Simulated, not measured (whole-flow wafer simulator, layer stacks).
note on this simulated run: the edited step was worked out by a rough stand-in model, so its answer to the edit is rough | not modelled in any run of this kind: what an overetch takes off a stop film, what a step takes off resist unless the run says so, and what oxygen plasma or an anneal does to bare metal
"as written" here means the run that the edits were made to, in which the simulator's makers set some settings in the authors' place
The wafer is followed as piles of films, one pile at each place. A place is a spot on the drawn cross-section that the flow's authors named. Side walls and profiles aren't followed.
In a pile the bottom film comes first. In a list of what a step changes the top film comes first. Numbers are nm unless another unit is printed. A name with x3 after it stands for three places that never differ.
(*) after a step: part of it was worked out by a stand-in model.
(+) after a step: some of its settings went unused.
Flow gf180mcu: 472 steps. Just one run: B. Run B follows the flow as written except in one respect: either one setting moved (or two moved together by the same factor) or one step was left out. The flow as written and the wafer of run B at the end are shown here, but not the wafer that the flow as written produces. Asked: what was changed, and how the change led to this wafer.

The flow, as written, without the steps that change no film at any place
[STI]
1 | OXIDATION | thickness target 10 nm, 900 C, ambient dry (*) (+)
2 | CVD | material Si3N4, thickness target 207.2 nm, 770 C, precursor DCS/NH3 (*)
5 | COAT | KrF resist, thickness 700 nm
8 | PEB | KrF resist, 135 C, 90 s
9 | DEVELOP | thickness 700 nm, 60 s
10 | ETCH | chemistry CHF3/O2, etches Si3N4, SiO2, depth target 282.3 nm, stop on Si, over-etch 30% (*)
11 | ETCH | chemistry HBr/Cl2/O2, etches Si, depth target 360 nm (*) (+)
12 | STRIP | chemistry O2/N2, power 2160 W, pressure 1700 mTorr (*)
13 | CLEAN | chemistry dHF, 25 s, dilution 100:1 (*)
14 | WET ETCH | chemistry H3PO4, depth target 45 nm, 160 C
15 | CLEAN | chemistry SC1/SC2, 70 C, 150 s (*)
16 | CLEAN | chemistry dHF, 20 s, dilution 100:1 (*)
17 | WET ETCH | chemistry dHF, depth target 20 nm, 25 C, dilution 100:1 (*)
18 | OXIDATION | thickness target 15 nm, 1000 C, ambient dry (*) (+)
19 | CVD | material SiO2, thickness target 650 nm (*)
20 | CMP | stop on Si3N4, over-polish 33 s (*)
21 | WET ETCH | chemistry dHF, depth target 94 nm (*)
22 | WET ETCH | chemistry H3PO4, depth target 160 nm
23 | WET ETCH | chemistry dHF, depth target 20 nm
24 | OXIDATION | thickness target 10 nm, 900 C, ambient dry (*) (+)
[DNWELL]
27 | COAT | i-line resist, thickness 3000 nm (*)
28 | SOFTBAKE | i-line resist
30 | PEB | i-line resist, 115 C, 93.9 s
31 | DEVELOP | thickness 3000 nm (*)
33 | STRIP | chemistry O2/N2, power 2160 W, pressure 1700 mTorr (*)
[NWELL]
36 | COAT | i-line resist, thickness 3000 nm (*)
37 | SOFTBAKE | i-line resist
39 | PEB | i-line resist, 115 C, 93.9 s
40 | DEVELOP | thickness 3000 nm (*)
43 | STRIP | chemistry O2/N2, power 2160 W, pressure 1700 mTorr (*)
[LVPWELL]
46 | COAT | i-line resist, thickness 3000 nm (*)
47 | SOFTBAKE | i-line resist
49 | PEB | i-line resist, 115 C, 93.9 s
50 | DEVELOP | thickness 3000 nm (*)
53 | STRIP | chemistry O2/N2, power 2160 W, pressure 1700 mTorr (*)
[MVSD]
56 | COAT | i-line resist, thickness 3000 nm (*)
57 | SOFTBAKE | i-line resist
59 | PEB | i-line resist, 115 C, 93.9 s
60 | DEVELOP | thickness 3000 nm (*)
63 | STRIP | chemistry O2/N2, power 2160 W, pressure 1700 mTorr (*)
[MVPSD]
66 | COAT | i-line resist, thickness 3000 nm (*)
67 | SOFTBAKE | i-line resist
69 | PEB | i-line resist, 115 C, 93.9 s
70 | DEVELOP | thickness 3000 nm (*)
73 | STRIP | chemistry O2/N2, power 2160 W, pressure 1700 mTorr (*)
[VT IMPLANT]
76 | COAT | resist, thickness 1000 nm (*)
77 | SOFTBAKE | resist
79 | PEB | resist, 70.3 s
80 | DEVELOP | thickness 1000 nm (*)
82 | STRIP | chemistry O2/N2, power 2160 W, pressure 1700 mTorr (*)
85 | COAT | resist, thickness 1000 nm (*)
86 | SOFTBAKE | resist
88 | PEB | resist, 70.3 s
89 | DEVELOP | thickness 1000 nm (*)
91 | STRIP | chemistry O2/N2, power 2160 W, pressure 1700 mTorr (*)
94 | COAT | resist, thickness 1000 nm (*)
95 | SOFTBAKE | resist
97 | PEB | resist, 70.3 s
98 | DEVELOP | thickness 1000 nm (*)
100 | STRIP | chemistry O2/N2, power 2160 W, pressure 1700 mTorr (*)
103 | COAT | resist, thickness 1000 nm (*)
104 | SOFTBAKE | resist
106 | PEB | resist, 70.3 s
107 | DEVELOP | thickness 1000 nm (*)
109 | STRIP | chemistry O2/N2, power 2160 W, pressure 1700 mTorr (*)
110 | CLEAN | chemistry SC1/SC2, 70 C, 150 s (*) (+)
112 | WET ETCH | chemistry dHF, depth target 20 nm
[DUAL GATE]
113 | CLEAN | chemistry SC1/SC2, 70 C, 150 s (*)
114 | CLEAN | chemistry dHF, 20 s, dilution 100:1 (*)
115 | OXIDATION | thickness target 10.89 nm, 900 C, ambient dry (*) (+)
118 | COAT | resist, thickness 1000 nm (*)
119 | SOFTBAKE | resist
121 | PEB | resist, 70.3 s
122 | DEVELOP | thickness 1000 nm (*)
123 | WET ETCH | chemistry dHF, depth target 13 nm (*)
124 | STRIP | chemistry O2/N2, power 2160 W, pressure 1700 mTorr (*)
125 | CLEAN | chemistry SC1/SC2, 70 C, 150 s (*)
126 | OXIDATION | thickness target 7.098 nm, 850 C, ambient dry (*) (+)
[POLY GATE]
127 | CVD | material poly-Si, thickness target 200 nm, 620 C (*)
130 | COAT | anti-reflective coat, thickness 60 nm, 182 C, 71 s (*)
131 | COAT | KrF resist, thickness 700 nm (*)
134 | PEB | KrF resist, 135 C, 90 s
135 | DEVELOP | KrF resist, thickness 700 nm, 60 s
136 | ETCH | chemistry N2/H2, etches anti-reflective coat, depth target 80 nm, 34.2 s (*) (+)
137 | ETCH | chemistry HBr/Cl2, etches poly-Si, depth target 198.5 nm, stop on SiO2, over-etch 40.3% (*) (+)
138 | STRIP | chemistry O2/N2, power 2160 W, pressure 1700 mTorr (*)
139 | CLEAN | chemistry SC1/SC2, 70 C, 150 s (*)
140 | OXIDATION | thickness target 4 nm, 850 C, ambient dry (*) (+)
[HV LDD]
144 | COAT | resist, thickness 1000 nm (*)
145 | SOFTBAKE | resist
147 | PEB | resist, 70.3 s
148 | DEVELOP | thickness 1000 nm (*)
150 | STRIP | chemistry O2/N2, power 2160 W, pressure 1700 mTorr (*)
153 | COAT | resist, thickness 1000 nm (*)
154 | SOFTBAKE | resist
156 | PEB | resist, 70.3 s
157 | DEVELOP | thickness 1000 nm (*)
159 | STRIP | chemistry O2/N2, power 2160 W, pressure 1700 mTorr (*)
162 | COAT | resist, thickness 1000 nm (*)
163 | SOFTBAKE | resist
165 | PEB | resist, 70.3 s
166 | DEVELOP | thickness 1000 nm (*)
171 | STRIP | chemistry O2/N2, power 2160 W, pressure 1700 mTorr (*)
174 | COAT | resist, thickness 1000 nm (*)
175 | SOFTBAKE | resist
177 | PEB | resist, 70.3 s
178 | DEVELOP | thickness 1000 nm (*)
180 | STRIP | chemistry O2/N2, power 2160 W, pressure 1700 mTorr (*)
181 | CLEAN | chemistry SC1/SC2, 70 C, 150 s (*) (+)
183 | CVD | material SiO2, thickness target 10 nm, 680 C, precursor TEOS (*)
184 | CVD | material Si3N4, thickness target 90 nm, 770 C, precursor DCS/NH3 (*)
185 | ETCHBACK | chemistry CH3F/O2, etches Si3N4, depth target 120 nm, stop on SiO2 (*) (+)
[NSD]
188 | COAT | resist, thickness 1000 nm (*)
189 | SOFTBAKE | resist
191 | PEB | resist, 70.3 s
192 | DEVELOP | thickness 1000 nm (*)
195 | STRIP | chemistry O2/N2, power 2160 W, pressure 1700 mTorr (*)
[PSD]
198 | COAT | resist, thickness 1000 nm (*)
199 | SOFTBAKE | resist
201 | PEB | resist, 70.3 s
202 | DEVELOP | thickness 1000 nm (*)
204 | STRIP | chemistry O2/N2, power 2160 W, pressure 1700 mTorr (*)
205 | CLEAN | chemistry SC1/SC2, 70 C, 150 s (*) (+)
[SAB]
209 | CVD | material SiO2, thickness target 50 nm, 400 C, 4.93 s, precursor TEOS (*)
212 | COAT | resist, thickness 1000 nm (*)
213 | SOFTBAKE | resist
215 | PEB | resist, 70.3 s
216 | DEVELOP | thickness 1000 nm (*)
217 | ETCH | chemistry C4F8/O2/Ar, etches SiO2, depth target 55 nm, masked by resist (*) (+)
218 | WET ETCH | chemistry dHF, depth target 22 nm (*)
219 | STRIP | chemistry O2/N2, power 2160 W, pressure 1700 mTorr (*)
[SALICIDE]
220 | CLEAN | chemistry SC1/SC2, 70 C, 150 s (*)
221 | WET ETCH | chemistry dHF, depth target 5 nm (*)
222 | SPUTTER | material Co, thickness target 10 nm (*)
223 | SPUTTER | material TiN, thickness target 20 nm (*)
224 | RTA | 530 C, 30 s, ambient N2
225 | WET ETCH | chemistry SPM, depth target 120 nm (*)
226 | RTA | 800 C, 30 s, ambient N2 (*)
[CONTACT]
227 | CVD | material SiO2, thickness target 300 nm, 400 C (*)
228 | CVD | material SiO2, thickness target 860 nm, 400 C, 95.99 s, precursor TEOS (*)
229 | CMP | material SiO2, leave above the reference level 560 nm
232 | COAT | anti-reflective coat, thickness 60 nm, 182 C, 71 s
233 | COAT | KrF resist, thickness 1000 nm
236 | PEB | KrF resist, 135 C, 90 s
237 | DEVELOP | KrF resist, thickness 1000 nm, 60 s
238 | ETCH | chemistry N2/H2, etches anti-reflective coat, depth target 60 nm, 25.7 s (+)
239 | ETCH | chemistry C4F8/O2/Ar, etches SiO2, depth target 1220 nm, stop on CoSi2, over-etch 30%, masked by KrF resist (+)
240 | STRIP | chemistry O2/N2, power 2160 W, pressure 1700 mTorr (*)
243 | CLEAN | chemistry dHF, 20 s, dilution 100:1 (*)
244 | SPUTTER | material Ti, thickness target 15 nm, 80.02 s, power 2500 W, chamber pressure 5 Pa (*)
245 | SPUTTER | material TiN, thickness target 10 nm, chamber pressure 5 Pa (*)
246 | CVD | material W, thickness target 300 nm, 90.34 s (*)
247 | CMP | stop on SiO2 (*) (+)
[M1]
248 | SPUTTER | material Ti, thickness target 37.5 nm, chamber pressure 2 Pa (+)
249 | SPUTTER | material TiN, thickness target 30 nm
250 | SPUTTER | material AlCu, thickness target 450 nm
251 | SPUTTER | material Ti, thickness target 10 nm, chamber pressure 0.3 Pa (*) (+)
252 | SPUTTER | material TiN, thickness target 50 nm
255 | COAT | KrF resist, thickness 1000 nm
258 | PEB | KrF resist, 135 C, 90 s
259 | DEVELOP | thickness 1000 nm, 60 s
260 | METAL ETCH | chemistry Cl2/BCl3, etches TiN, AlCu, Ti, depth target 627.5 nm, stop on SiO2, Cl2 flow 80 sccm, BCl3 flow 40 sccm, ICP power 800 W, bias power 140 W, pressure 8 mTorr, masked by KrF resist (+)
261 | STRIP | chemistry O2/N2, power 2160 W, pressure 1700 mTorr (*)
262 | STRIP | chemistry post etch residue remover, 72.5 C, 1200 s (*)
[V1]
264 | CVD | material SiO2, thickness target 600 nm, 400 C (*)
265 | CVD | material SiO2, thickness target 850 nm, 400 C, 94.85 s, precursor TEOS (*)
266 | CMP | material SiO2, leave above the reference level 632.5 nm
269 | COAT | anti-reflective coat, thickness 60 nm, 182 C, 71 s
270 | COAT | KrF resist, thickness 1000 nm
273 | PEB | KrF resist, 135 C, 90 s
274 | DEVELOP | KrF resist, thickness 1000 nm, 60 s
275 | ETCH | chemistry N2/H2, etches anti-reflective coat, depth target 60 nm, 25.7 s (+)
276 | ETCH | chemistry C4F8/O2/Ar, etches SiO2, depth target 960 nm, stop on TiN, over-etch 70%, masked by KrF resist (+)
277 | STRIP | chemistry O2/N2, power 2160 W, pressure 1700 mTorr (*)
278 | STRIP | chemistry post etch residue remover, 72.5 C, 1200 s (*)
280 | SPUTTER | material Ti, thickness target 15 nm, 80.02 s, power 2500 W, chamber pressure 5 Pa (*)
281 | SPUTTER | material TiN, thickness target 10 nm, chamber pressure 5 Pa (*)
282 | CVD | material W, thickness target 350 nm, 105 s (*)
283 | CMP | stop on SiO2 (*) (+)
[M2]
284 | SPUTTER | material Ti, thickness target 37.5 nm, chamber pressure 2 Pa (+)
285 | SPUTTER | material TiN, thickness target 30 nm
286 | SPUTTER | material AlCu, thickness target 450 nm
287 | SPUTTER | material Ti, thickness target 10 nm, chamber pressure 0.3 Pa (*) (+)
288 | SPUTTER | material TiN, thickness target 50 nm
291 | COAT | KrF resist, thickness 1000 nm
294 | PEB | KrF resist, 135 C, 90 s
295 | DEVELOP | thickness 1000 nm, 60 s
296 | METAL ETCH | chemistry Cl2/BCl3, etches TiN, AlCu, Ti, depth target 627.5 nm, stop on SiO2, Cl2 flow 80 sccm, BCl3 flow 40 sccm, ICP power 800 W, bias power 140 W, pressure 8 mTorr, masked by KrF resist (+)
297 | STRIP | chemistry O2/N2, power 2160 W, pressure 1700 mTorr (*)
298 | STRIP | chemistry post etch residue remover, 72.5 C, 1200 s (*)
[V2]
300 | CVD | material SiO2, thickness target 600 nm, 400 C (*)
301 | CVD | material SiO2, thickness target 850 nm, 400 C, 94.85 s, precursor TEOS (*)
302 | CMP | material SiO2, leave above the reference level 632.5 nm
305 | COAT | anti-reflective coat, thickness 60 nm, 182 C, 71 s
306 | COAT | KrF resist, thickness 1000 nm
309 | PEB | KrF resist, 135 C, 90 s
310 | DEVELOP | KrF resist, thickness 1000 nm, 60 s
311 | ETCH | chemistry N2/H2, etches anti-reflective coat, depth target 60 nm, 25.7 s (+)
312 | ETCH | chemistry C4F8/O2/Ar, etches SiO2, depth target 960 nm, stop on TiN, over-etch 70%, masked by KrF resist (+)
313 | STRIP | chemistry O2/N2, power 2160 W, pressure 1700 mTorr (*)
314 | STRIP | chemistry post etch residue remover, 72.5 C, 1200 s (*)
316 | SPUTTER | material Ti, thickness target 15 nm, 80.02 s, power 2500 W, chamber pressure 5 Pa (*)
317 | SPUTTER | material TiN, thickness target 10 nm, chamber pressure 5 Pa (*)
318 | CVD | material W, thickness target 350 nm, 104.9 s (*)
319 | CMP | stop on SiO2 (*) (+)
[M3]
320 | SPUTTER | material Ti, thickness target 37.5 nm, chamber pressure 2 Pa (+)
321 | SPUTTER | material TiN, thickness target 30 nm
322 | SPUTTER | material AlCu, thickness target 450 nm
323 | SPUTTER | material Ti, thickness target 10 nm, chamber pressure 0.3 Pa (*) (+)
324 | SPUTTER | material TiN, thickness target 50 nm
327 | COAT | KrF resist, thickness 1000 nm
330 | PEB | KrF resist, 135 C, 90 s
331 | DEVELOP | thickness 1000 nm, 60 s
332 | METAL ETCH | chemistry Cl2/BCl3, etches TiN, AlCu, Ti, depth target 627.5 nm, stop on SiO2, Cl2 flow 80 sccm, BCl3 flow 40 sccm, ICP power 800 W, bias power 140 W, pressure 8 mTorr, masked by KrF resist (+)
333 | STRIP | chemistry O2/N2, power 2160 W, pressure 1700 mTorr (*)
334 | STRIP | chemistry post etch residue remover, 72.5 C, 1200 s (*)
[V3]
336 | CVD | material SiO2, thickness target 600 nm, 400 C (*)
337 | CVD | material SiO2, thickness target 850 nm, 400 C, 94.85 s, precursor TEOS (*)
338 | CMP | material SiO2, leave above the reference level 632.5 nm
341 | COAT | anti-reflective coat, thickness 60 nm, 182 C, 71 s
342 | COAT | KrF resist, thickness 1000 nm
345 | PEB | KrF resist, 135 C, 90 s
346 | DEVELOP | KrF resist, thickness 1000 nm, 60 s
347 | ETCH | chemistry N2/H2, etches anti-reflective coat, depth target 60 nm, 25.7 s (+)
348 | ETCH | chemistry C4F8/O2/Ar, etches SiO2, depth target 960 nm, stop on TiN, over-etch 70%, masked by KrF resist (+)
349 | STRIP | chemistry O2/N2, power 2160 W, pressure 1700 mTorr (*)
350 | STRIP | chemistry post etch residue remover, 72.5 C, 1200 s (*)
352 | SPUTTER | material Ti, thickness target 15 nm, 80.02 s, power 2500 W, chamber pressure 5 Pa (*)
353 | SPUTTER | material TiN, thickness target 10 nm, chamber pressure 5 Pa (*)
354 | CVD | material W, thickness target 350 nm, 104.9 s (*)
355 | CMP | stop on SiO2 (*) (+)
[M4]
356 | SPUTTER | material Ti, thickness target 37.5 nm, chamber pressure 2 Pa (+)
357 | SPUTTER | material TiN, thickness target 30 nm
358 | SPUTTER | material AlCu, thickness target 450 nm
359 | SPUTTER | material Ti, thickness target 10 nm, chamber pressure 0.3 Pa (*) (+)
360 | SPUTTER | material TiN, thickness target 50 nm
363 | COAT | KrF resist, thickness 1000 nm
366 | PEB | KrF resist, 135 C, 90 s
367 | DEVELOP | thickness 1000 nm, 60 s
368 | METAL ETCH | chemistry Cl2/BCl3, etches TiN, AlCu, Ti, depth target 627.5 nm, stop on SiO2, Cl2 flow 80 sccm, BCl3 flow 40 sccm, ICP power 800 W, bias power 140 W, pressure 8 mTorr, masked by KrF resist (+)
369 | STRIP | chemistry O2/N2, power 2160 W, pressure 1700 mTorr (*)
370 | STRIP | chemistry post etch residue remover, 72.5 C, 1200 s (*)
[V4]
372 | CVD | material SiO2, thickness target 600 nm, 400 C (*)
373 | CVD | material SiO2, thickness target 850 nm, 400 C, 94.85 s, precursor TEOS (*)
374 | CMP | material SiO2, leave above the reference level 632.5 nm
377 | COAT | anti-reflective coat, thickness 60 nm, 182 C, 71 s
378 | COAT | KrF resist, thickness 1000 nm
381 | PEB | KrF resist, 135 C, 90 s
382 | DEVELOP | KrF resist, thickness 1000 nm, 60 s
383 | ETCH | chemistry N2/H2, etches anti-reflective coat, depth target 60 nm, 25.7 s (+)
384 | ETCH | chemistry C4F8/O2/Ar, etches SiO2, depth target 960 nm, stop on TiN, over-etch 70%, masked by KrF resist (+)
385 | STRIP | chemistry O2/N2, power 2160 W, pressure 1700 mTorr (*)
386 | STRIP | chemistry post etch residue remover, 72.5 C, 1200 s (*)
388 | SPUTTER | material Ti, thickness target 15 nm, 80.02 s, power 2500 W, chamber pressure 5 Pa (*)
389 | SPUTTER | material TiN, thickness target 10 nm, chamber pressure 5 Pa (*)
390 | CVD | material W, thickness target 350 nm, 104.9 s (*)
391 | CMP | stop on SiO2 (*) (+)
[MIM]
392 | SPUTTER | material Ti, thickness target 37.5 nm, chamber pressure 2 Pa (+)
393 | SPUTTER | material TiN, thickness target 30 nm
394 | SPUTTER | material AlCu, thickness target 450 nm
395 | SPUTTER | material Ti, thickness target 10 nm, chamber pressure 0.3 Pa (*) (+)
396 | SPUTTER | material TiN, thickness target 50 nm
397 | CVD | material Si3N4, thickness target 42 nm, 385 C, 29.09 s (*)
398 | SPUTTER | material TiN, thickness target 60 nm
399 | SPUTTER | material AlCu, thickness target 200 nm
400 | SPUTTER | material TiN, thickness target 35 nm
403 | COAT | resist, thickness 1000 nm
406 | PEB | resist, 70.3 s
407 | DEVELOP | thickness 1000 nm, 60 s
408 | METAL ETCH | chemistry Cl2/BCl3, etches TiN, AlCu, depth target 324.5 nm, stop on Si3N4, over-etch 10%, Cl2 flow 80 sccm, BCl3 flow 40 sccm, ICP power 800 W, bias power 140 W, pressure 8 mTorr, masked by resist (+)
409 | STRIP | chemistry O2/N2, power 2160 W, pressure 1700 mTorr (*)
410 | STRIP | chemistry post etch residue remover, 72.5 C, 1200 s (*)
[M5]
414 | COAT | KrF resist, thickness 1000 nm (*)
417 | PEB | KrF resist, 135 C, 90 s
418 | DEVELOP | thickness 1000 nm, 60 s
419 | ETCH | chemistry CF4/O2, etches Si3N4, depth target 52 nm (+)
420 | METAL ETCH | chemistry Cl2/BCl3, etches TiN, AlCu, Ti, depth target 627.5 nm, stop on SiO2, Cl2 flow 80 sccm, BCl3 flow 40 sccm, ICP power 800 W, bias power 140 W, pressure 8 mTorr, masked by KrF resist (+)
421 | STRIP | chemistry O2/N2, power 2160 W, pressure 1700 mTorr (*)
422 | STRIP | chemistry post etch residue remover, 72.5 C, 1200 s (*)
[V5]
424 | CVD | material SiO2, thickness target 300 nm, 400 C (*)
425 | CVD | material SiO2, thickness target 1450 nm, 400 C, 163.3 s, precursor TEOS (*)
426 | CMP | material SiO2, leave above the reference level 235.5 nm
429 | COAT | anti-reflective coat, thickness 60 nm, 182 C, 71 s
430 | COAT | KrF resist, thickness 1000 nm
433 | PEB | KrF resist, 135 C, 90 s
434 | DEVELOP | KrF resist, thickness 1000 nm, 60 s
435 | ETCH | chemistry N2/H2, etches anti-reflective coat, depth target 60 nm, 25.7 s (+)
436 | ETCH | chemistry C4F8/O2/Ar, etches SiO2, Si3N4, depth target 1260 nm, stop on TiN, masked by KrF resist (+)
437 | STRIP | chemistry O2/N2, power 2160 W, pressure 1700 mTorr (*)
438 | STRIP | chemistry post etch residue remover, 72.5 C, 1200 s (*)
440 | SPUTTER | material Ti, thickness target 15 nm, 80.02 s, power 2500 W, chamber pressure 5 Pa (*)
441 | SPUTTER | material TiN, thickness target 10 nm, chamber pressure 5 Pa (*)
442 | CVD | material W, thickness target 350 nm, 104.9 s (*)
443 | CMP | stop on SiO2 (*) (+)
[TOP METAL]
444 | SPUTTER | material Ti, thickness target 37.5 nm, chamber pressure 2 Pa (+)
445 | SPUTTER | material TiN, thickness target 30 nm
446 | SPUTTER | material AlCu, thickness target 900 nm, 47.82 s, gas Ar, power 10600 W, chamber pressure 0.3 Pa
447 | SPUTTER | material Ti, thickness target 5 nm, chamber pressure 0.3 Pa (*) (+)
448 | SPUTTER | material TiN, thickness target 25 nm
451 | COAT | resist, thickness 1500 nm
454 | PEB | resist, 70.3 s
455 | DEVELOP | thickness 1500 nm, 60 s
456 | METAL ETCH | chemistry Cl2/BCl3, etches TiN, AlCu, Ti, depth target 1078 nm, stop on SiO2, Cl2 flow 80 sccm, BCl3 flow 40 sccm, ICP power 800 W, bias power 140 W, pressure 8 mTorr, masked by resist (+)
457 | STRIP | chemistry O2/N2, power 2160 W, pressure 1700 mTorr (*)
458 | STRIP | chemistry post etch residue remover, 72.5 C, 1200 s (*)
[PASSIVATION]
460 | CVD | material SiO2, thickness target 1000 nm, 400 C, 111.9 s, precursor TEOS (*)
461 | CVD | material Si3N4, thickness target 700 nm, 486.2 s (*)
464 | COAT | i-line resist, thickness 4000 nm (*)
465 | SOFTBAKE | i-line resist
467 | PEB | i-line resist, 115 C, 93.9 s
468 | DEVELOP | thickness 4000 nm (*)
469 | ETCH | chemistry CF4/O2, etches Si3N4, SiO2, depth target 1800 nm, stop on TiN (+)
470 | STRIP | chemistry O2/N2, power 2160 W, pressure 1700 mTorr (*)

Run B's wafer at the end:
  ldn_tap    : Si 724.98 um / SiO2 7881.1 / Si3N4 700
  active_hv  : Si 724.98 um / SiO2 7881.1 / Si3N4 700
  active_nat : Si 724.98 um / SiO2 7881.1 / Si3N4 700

The reason: step 115, OXIDATION: 990 C was run, while the flow as written has 900 C.

How this came from the change, step by step:
  115 | OXIDATION | thickness target 10.89 nm, 900 C, ambient dry (*) (+)
      active, n_well, p_well and 40 more: SiO2 gains 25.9 (new film), Si loses 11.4 (as written it would have been: SiO2 gains 10.9 (new film), Si loses 4.79)
      sti, mim_1p0, pad and 19 more: SiO2 gains 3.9, Si loses 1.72 (as written it would have been: SiO2 gains 1.22, Si loses 0.54)
      (and at 27 other places as well)
  123 | WET ETCH | chemistry dHF, depth target 13 nm (*)
      active, n_well, p_well and 12 more: SiO2 loses 13 (as written it would have been: SiO2 loses 10.9 (all of it))
  124 | STRIP | chemistry O2/N2, power 2160 W, pressure 1700 mTorr (*)
      active, n_well, p_well and 12 more: nothing (as written it would have been: chemical SiO2 gains 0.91 (new film), Si loses 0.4)
  126 | OXIDATION | thickness target 7.098 nm, 850 C, ambient dry (*) (+)
      active, n_well, p_well and 12 more: SiO2 gains 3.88, Si loses 1.71 (as written it would have been: SiO2 gains 7.1 (new film), chemical SiO2 loses 0.76 (all of it), Si loses 2.79)
      gate_hv, active_hv, active_nat and 25 more: SiO2 gains 3.04, Si loses 1.34 (as written it would have been: SiO2 gains 3.72, Si loses 1.64)
  130 | COAT | anti-reflective coat, thickness 60 nm, 182 C, 71 s (*)
      p_well, spacer, sd_n: anti-reflective coat gains 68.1 (new film) (as written it would have been: anti-reflective coat gains 70.9 (new film))
      ldn_ch, ldp_ch: anti-reflective coat gains 64.4 (new film) (as written it would have been: anti-reflective coat gains 66.7 (new film))
      (and at 56 other places as well)
  136 | ETCH | chemistry N2/H2, etches anti-reflective coat, depth target 80 nm, 34.2 s (*) (+)
      p_well, spacer, sd_n: anti-reflective coat loses 68.1 (all of it), poly-Si loses 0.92 (as written it would have been: anti-reflective coat loses 70.9 (all of it), poly-Si loses 0.85)
      ldn_dft, ldp_dft: anti-reflective coat loses 52 (all of it), poly-Si loses 1.33 (as written it would have been: anti-reflective coat loses 48.7 (all of it), poly-Si loses 1.42)
      (and at 40 other places as well)
  138 | STRIP | chemistry O2/N2, power 2160 W, pressure 1700 mTorr (*)
      ld_gate_n: chemical SiO2 gains 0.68 (new film), KrF resist loses 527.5 (all of it), anti-reflective coat loses 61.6 (all of it), poly-Si loses 0.3 (as written it would have been: chemical SiO2 gains 0.68 (new film), KrF resist loses 528.3 (all of it), anti-reflective coat loses 63.3 (all of it), poly-Si loses 0.3)
      ld_acc_n: chemical SiO2 gains 0.68 (new film), KrF resist loses 527.2 (all of it), anti-reflective coat loses 62.1 (all of it), poly-Si loses 0.3 (as written it would have been: chemical SiO2 gains 0.68 (new film), KrF resist loses 527.5 (all of it), anti-reflective coat loses 64.6 (all of it), poly-Si loses 0.3)
      (and at 14 other places as well)
  218 | WET ETCH | chemistry dHF, depth target 22 nm (*)
      ldn_tap, ldn_src, ldn_drn, ldp_tap, ldp_src, ldp_drn, ldp_gr: SiO2 loses 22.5 (as written it would have been: SiO2 loses 16 (all of it))
      ld_drn_n, ld_sd_p: SiO2 loses 22.3 (as written it would have been: SiO2 loses 14.8 (all of it))
      (and at 14 other places as well)
  219 | STRIP | chemistry O2/N2, power 2160 W, pressure 1700 mTorr (*)
      active_hv, active_nat, ld_sd_n and 11 more: nothing (as written it would have been: chemical SiO2 gains 0.91 (new film), Si loses 0.4)
  221 | WET ETCH | chemistry dHF, depth target 5 nm (*)
      active_hv, active_nat, ld_sd_n and 11 more: SiO2 loses 2.51 (as written it would have been: chemical SiO2 loses 0.76 (all of it))
  224 | RTA | 530 C, 30 s, ambient N2
      ldn_tap, ldn_src, ldn_drn, ldp_tap, ldp_src, ldp_drn, ldp_gr: nothing (as written it would have been: under 1 film: CoSi gains 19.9 (new film), Co loses 10 (all of it), Si loses 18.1)
      active_hv: nothing (as written it would have been: under 1 film: CoSi gains 19 (new film), Co loses 9.55 (all of it), Si loses 17.3)
      (and at 6 other places as well)
  225 | WET ETCH | chemistry SPM, depth target 120 nm (*)
      ldn_tap, ldn_src, ldn_drn, ldp_tap, ldp_src, ldp_drn, ldp_gr: TiN loses 20 (all of it), Co loses 10 (all of it) (as written it would have been: TiN loses 20 (all of it))
      active_hv: TiN loses 19 (all of it), Co loses 9.54 (all of it) (as written it would have been: TiN loses 19 (all of it))
      (and at 6 other places as well)
  226 | RTA | 800 C, 30 s, ambient N2 (*)
      ldn_tap, ldn_src, ldn_drn, ldp_tap, ldp_src, ldp_drn, ldp_gr: nothing (as written it would have been: CoSi2 gains 35 (new film), CoSi loses 19.9 (all of it), Si loses 18.1)
      active_hv: nothing (as written it would have been: CoSi2 gains 33.4 (new film), CoSi loses 19 (all of it), Si loses 17.3)
      (and at 6 other places as well)
  227 | CVD | material SiO2, thickness target 300 nm, 400 C (*)
      active_hv, active_nat, ld_sd_n and 11 more: SiO2 gains 300 (as written it would have been: SiO2 gains 300 (new film))
  229 | CMP | material SiO2, leave above the reference level 560 nm
      gate_hv, gate_nat, ld_gate_n and 11 more: SiO2 loses 527.1 (as written it would have been: SiO2 loses 514.3)
      sti, mim_1p0, pad, dice_street, iso_nw_fld, iso_fld_sub: SiO2 loses 303.1 (as written it would have been: SiO2 loses 296.8)
      (and at 31 other places as well)
With metal films that touch counted as one body, ldn_tap has 0 bodies; the flow as written gives 1 body.
With metal films that touch counted as one body, active_hv has 0 bodies; the flow as written gives 1 body.
With metal films that touch counted as one body, active_nat has 0 bodies; the flow as written gives 1 body.
